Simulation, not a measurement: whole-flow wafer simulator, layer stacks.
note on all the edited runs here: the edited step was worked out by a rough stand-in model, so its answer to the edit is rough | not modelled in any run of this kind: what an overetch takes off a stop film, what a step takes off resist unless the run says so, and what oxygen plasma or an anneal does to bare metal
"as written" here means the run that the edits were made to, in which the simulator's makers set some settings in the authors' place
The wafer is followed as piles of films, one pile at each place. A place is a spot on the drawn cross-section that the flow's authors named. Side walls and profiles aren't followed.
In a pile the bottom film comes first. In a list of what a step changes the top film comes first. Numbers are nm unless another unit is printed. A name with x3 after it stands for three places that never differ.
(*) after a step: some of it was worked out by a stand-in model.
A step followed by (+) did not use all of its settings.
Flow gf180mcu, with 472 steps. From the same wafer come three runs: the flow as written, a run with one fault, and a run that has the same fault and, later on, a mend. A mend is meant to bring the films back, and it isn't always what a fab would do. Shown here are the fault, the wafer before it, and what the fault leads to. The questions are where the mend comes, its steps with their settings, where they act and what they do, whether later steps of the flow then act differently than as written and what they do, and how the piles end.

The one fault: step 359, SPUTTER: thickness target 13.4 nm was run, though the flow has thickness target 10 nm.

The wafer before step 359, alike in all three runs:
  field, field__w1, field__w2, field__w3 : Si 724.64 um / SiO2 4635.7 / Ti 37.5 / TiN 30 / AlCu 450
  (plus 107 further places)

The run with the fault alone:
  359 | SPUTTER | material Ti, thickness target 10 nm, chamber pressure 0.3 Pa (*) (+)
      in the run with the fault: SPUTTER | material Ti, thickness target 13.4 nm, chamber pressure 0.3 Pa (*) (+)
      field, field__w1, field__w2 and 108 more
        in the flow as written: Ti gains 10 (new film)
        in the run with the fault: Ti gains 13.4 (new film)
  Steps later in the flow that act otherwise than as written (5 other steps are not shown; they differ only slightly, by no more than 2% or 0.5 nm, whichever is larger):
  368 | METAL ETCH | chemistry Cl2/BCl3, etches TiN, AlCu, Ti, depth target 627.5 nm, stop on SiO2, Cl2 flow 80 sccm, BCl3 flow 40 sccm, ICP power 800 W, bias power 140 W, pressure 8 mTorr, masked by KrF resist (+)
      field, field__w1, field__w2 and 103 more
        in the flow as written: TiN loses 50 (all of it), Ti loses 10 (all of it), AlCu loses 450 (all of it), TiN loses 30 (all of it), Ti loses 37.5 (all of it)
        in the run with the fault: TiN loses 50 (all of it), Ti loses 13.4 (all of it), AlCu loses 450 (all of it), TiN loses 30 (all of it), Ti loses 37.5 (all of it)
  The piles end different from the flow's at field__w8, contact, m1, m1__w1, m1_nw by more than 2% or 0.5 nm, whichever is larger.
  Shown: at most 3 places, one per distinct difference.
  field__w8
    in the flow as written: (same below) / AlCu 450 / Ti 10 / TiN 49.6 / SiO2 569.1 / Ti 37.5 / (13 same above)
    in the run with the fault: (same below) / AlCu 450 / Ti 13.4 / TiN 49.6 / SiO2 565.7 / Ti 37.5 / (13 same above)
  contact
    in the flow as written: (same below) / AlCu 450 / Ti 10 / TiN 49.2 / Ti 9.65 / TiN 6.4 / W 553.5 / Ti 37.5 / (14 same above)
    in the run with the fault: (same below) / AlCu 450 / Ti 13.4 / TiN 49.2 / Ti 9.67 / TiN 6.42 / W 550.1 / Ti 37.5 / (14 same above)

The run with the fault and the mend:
  The mend stands after step 359.
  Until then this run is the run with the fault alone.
  359a | METAL ETCH | chemistry Cl2/BCl3, etches TiN, AlCu, Ti, depth target 3.4 nm, Cl2 flow 80 sccm, BCl3 flow 40 sccm, ICP power 800 W, bias power 140 W, pressure 8 mTorr (the flow's step 260, run once more with other settings)
      field, field__w1, field__w2 and 108 more
        Ti loses 3.4
  None of the later steps of the flow acts differently than as written at any place that is followed.
  The piles end the same as the flow's at every place that both follow.
